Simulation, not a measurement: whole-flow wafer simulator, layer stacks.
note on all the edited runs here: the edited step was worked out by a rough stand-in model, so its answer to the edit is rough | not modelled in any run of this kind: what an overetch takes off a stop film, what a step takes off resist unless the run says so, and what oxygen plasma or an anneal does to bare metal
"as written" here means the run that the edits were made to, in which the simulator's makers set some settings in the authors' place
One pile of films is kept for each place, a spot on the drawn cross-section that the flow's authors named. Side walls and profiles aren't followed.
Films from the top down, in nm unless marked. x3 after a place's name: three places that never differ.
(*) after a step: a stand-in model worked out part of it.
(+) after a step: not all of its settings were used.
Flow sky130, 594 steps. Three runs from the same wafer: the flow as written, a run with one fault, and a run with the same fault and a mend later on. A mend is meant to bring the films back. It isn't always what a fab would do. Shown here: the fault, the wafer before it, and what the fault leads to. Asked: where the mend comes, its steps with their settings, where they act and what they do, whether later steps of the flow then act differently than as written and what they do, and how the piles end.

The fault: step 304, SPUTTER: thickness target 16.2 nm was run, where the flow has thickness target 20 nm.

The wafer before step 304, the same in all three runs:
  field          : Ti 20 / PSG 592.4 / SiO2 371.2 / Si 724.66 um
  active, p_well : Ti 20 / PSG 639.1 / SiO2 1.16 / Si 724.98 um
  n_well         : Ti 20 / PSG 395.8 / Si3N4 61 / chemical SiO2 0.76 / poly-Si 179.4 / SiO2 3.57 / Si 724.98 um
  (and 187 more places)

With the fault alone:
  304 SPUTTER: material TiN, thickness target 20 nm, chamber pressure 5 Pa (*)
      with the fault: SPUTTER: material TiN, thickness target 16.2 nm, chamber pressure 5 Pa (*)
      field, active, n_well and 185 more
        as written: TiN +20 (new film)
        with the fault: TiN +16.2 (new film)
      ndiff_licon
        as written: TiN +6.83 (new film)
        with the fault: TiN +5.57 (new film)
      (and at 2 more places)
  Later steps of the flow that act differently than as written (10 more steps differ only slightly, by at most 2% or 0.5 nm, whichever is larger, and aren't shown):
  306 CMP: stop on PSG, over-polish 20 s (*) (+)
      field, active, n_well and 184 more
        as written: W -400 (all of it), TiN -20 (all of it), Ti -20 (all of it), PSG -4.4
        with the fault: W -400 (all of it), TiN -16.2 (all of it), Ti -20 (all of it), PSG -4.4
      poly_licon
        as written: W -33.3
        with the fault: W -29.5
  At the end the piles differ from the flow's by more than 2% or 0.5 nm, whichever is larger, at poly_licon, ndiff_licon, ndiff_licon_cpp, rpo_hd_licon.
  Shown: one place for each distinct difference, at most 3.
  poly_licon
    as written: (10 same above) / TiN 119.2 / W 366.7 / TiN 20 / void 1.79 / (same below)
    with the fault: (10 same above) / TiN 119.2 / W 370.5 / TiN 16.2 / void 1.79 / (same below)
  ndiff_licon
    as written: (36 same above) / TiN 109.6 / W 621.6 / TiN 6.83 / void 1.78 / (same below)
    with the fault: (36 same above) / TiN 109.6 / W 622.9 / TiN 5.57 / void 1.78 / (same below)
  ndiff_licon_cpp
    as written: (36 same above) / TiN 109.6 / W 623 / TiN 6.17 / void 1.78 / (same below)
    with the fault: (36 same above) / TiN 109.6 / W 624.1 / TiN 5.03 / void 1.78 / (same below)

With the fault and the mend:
  The mend comes after step 304.
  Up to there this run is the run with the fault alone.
  304a SPUTTER: material TiN, thickness target 3.8 nm, chamber pressure 5 Pa (*) (the flow's step 304 once more, with other settings)
      field, active, n_well and 185 more
        TiN +3.8
      ndiff_licon
        TiN +1.27
      ndiff_licon_cpp
        TiN +1.14
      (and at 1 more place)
  No later step of the flow acts differently than as written, at any place that is followed, by more than 2% or 0.5 nm, whichever is larger.
  At the end the piles differ from the flow's only slightly at the places that both follow, by at most 2% or 0.5 nm, whichever is larger.
